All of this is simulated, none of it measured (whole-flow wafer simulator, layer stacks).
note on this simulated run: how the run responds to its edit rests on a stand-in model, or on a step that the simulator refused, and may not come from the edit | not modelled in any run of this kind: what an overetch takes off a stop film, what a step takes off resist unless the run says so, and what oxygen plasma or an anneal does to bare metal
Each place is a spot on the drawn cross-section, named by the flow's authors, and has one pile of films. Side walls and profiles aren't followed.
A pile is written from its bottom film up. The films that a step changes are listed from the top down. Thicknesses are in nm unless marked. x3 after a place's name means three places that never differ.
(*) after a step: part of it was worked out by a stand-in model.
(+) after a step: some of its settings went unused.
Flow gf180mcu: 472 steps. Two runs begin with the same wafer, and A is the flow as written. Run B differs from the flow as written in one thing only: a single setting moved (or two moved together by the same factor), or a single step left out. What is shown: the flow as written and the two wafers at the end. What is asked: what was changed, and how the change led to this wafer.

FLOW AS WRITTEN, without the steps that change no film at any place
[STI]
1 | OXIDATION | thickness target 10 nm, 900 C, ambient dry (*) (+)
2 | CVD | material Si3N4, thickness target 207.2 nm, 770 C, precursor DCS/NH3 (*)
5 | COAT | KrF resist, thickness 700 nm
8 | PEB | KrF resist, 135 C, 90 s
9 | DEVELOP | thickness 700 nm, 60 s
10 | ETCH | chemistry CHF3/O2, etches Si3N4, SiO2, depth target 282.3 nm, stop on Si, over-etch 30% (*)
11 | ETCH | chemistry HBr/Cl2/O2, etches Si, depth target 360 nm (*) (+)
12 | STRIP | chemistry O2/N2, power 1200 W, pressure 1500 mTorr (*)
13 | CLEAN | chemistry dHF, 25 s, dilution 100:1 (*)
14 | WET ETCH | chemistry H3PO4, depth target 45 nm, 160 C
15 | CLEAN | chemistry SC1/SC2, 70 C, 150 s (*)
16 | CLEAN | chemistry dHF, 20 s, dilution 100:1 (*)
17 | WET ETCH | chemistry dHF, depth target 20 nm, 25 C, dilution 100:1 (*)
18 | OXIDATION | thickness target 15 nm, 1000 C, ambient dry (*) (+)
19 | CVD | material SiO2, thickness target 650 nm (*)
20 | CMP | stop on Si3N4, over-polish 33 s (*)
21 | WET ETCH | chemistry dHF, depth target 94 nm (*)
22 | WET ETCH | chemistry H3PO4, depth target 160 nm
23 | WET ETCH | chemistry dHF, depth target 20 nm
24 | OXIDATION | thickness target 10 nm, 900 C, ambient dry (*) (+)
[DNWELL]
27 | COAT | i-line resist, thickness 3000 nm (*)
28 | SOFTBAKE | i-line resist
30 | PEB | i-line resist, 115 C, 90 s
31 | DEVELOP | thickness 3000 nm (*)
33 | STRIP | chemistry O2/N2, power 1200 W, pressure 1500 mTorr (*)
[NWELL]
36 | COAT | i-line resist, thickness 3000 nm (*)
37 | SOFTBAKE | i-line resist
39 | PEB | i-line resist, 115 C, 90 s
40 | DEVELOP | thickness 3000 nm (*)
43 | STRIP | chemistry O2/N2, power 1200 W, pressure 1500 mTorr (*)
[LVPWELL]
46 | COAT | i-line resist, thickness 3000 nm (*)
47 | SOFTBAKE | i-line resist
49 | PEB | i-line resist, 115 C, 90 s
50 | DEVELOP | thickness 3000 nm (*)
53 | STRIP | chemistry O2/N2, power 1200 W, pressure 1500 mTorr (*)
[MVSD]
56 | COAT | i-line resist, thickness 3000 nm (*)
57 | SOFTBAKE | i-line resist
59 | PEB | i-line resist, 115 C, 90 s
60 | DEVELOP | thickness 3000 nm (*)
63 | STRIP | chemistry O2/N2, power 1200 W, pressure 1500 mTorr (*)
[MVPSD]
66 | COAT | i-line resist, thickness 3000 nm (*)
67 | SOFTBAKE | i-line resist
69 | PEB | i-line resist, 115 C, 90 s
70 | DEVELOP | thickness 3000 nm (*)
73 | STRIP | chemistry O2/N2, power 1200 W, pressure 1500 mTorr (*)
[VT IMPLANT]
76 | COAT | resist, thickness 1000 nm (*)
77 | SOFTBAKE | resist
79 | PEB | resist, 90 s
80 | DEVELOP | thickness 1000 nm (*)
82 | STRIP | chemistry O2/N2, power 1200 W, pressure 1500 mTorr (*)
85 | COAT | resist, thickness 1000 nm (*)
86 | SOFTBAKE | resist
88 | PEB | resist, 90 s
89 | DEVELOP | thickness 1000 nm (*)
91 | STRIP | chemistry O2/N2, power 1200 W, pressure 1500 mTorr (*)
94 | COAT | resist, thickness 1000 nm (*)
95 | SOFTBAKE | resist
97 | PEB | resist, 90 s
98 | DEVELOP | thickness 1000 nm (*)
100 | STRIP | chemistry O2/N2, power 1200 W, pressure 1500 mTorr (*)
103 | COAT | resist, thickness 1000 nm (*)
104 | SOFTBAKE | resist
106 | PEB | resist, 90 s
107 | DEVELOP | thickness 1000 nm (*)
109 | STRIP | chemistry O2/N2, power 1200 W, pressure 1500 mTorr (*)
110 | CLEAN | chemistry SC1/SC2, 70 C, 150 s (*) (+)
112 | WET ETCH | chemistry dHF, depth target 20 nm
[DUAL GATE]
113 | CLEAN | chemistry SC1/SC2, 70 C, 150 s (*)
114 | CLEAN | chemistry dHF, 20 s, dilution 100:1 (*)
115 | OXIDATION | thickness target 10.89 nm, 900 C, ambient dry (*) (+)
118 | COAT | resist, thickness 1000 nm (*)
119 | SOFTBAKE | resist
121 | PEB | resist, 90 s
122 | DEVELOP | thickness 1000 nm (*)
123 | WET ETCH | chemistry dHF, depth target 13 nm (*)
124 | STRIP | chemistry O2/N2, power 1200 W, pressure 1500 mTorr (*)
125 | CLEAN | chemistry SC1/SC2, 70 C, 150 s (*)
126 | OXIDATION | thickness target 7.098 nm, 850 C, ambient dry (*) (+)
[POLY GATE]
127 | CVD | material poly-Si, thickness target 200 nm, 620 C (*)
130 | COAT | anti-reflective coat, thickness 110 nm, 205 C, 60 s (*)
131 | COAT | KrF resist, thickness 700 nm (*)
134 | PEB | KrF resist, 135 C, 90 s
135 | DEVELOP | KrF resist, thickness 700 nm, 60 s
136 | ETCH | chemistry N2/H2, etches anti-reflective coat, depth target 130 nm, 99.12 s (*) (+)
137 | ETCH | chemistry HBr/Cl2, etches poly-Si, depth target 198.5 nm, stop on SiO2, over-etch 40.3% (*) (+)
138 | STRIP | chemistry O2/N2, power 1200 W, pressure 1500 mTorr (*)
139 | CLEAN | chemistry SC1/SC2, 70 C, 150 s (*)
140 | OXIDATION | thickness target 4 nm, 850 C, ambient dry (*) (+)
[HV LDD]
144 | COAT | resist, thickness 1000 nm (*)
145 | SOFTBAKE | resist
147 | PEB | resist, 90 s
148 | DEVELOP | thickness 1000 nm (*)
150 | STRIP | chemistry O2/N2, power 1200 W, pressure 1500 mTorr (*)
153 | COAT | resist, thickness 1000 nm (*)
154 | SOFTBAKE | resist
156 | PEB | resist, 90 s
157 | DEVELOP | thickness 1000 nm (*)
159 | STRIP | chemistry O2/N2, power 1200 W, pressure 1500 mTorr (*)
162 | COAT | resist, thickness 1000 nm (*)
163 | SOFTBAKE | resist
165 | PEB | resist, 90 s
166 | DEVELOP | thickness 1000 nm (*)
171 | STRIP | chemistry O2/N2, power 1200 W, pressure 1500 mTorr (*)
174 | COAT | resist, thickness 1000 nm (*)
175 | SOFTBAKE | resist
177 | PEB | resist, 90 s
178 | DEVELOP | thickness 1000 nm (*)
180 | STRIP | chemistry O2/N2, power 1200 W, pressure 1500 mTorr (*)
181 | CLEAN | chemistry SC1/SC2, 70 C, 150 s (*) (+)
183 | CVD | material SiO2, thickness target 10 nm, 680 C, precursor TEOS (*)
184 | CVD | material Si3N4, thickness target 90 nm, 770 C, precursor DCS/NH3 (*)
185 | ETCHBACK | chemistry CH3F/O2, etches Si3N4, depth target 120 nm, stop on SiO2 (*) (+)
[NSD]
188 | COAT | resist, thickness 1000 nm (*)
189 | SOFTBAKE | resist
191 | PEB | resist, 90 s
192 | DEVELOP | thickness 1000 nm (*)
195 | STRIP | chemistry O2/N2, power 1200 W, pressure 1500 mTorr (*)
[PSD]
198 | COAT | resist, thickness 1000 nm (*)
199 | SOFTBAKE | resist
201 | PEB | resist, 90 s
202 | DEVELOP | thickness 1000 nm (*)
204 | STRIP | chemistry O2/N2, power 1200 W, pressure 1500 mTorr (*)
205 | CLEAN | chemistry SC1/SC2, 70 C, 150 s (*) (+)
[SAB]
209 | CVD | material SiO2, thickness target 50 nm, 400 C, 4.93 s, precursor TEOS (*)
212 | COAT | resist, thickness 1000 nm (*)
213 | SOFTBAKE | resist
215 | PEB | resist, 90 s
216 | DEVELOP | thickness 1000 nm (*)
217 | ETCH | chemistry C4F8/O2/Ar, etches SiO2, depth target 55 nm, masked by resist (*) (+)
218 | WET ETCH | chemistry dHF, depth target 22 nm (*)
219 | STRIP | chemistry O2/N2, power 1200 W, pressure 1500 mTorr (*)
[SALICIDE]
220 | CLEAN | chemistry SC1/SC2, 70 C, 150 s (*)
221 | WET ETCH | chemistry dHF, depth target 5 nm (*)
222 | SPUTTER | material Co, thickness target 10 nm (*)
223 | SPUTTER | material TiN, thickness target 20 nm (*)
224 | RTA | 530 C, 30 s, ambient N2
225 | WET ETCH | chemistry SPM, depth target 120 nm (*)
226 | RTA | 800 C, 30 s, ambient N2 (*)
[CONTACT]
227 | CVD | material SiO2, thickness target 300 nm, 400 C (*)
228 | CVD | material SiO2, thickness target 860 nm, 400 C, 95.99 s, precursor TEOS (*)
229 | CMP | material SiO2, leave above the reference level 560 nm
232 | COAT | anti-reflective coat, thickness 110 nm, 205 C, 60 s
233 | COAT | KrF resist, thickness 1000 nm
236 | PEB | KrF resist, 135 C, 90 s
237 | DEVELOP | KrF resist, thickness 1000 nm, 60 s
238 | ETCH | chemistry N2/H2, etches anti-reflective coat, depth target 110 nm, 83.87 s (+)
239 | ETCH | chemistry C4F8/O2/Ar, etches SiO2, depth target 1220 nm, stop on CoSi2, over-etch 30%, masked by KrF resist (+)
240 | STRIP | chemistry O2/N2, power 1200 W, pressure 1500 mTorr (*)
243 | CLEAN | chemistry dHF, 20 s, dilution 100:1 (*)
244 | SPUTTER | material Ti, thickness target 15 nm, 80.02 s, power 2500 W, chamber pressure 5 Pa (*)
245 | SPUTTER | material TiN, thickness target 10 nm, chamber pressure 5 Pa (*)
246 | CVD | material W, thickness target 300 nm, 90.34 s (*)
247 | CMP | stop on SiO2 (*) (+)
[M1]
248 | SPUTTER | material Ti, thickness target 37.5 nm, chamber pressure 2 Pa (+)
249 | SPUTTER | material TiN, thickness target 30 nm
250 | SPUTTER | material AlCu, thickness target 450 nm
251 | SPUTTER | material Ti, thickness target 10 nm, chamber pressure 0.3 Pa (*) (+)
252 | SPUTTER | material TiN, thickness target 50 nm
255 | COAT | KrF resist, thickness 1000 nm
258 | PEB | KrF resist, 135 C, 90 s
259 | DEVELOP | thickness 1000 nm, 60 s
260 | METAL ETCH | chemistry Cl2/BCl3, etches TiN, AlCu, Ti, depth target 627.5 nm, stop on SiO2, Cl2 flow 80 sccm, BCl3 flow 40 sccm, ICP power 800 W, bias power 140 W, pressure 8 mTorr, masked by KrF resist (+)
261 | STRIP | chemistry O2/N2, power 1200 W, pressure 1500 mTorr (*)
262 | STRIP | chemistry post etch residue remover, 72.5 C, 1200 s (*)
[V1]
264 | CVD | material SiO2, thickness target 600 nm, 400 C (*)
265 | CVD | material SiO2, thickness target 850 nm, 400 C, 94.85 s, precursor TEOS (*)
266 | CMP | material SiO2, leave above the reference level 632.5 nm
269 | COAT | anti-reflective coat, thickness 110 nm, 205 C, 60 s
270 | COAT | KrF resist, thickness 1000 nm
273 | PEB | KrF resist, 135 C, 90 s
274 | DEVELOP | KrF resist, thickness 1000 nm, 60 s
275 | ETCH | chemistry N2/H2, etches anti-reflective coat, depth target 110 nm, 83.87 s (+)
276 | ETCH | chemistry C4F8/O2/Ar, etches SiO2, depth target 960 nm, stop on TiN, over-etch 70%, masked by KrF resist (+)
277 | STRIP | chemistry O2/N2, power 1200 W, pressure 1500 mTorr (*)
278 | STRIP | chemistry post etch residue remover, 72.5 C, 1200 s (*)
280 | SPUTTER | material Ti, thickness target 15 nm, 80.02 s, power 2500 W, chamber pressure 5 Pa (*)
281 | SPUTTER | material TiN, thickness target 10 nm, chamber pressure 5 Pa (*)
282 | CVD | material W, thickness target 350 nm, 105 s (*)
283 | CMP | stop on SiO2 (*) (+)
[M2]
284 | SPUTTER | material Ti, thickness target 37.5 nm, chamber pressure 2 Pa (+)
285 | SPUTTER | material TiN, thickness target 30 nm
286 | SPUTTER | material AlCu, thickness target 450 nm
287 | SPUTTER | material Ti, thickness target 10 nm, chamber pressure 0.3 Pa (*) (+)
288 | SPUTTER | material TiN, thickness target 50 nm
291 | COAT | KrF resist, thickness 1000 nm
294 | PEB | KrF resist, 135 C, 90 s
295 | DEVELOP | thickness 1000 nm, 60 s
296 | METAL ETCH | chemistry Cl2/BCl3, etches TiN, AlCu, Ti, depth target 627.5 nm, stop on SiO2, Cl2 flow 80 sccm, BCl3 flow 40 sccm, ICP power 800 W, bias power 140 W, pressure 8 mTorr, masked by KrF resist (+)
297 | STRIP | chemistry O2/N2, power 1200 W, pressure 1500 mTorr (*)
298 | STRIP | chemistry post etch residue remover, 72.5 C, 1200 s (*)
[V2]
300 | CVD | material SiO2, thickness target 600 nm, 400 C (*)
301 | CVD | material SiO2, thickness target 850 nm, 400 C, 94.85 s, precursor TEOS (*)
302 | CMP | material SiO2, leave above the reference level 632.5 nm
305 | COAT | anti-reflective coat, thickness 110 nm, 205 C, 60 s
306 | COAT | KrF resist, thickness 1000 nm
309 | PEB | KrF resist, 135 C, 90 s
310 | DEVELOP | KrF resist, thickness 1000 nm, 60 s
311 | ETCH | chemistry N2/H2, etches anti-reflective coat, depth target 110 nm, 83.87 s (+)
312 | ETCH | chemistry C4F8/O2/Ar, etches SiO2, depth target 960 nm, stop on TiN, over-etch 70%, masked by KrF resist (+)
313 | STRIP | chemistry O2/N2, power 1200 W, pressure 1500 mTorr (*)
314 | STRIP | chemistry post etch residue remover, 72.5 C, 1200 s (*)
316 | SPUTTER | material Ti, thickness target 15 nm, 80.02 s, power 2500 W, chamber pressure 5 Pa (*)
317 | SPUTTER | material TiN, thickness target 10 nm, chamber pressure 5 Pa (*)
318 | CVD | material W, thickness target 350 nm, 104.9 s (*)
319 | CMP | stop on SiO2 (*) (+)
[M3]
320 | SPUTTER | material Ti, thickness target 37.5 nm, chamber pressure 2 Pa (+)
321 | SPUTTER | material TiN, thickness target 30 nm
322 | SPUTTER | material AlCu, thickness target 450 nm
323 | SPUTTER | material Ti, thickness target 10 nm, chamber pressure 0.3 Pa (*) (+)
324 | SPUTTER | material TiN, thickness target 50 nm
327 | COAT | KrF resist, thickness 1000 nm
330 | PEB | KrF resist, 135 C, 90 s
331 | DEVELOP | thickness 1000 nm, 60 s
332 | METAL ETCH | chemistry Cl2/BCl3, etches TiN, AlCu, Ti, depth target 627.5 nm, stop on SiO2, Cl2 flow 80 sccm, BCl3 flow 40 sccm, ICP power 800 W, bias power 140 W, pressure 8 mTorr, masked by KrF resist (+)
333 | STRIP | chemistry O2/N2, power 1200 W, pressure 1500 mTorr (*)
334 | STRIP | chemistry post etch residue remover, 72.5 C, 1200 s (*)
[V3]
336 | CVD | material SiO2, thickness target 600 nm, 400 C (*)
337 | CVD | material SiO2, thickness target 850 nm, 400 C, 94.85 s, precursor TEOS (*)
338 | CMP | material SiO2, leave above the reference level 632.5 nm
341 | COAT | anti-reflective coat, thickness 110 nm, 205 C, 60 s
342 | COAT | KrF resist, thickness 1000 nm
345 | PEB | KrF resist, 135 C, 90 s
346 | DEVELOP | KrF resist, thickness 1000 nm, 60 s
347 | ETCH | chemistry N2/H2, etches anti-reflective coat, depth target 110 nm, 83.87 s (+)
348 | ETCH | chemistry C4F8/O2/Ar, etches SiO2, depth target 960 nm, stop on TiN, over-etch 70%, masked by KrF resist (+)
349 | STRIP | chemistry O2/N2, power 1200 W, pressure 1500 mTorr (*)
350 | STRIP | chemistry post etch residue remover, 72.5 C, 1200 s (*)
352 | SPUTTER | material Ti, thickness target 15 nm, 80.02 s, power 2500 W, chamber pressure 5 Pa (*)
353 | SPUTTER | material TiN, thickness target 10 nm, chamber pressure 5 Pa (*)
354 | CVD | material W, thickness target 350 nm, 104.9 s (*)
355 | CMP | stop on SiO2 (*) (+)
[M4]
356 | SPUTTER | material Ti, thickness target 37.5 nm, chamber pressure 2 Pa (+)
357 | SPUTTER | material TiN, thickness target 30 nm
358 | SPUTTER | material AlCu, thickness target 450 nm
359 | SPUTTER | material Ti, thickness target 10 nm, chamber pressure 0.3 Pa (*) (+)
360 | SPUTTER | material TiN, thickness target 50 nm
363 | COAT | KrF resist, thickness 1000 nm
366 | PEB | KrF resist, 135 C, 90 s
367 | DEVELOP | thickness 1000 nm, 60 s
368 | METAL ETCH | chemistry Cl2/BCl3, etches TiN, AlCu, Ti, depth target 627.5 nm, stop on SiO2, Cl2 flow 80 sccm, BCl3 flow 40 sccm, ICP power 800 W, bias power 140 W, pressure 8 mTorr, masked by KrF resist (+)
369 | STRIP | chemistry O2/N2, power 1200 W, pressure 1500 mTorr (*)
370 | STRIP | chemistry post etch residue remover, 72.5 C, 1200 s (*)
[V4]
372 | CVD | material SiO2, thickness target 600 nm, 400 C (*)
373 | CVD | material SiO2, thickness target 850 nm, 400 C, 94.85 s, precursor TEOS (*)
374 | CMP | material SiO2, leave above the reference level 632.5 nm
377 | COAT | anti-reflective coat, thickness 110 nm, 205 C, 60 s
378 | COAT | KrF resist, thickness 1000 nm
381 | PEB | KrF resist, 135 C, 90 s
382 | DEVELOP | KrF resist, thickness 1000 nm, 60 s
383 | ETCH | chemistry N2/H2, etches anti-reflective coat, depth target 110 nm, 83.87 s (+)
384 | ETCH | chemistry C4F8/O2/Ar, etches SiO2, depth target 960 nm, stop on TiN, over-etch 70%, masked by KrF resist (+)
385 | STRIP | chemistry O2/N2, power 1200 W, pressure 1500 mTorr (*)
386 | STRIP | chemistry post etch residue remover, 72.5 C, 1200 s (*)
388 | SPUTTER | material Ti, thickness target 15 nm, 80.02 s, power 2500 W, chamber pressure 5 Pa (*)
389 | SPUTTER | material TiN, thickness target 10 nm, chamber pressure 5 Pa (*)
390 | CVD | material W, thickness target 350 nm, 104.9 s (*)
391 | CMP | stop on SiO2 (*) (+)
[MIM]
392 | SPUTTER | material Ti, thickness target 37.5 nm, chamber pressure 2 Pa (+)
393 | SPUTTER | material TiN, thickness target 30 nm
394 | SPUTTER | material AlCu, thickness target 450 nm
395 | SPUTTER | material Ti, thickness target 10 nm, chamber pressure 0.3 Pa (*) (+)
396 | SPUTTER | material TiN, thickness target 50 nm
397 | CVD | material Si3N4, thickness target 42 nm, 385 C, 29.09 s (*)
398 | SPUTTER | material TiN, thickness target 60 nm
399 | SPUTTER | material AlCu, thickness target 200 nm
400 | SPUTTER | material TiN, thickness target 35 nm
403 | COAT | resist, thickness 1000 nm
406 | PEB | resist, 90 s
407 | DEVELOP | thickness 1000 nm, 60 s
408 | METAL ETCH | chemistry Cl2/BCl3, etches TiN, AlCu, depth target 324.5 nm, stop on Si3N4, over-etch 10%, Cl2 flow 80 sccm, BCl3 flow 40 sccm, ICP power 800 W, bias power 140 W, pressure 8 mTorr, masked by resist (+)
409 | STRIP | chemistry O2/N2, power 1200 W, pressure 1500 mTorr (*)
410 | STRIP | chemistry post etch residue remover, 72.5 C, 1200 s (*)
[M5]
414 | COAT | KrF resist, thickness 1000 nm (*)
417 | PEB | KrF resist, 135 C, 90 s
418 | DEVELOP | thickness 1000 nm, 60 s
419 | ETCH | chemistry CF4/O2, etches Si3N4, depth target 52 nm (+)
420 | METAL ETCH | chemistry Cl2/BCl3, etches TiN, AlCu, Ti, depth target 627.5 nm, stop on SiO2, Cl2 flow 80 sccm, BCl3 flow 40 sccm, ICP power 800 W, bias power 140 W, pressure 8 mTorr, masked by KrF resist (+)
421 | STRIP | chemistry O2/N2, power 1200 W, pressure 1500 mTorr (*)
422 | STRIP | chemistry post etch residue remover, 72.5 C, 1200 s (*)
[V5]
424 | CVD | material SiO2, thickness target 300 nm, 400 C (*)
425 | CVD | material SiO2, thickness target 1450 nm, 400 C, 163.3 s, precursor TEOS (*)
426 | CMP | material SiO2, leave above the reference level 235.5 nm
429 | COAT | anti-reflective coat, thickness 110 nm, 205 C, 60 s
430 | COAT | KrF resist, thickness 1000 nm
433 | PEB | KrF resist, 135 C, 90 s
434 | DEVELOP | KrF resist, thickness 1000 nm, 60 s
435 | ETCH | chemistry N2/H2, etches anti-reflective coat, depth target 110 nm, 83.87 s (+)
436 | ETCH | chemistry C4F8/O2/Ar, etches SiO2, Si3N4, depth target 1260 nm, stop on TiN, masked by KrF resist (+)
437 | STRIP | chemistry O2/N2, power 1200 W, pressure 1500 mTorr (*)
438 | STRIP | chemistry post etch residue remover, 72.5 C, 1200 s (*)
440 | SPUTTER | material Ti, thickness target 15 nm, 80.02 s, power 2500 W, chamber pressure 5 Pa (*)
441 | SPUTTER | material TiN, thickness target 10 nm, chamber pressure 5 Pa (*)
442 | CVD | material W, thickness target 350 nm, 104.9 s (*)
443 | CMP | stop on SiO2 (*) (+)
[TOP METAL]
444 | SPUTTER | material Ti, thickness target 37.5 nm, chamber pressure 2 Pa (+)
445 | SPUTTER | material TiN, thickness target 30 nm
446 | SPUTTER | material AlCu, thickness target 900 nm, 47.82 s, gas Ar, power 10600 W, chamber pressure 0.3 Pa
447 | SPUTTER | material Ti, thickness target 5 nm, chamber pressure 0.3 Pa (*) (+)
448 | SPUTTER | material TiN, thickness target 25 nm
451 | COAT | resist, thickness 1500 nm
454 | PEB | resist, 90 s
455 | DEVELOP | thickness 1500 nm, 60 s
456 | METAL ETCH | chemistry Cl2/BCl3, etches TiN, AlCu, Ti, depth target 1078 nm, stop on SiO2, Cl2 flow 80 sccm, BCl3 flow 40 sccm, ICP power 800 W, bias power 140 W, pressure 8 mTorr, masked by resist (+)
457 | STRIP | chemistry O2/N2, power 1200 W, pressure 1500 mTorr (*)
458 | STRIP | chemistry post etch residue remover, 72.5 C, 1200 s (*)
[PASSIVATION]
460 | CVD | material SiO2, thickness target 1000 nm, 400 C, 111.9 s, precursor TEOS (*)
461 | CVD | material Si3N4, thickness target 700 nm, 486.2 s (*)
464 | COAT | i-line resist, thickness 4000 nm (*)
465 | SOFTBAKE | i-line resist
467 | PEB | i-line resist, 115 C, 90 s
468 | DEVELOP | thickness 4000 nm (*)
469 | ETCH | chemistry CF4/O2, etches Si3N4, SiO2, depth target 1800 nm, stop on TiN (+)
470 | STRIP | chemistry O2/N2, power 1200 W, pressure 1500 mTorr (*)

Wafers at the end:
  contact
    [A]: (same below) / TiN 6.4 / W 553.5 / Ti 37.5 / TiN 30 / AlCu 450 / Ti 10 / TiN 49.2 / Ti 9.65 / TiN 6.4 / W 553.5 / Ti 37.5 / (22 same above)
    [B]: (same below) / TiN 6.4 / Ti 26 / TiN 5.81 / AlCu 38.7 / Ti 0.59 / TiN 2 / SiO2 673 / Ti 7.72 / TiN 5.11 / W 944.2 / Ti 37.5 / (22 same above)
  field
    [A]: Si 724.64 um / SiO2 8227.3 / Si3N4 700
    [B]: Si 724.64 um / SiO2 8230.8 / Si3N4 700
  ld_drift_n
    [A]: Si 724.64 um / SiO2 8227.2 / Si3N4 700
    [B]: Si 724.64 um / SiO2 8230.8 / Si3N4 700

What caused this: step 318, CVD: material W, thickness target 350 nm, 104.9 s (*), was skipped.

The path from the change to this, step by step:
  319 | CMP | stop on SiO2 (*) (+)
      field, field__w1, field__w2 and 107 more: A -350 W (all of it), -10 TiN (all of it), -15 Ti (all of it), -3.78 SiO2 | B -10 TiN (all of it), -15 Ti (all of it), -0.25 SiO2
      contact: A -378.8 W | B nothing
  320 | SPUTTER | material Ti, thickness target 37.5 nm, chamber pressure 2 Pa (+)
      contact: A +37.5 Ti (new film) | B +26 Ti (new film)
  321 | SPUTTER | material TiN, thickness target 30 nm
      contact: A +30 TiN (new film) | B +5.81 TiN (new film)
  322 | SPUTTER | material AlCu, thickness target 450 nm
      contact: A +450 AlCu (new film) | B +38.7 AlCu (new film)
  323 | SPUTTER | material Ti, thickness target 10 nm, chamber pressure 0.3 Pa (*) (+)
      contact: A +10 Ti (new film) | B +0.59 Ti (new film)
  324 | SPUTTER | material TiN, thickness target 50 nm
      contact: A +50 TiN (new film) | B +2.42 TiN (new film)
  327 | COAT | KrF resist, thickness 1000 nm
      field__w1, field__w8: A +1000 KrF resist (new film) | B +950 KrF resist (new film)
      n_well: A +1000 KrF resist (new film) | B +969.9 KrF resist (new film)
      (as well as at 7 more places)
  330 | PEB | KrF resist, 135 C, 90 s
      contact: A -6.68 KrF resist | B -15.6 KrF resist
      m1: A -6.68 KrF resist | B -6.01 KrF resist
  331 | DEVELOP | thickness 1000 nm, 60 s
      field__w1: A -993.3 KrF resist (all of it) | B -943.7 KrF resist (all of it)
      n_well: A -993.3 KrF resist (all of it) | B -963.4 KrF resist (all of it)
      (as well as at 4 more places)
  333 | STRIP | chemistry O2/N2, power 1200 W, pressure 1500 mTorr (*)
      field__w8: A -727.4 KrF resist (all of it) | B -677.7 KrF resist (all of it)
      contact: A -727.4 KrF resist (all of it) | B -1718 KrF resist (all of it)
      (as well as at 2 more places)
  336 | CVD | material SiO2, thickness target 600 nm, 400 C (*)
      contact: A +600 SiO2 (new film) | B +1083.8 SiO2 (new film)
  338 | CMP | material SiO2, leave above the reference level 632.5 nm
      contact: A -877.1 SiO2 | B -300 SiO2
  348 | ETCH | chemistry C4F8/O2/Ar, etches SiO2, depth target 960 nm, stop on TiN, over-etch 70%, masked by KrF resist (+)
      contact: A -572.1 SiO2 (all of it) | B -960 SiO2
  352 | SPUTTER | material Ti, thickness target 15 nm, 80.02 s, power 2500 W, chamber pressure 5 Pa (*)
      contact: A +9.65 Ti (new film) | B +7.72 Ti (new film)
  353 | SPUTTER | material TiN, thickness target 10 nm, chamber pressure 5 Pa (*)
      contact: A +6.4 TiN (new film) | B +5.11 TiN (new film)
  354 | CVD | material W, thickness target 350 nm, 104.9 s (*)
      contact: A +932.3 W (new film) | B +1323 W (new film)
If metal films that touch count as one body, contact has 2 bodies (between them, from the top down: SiO2 673); the flow as written gives 1 body.
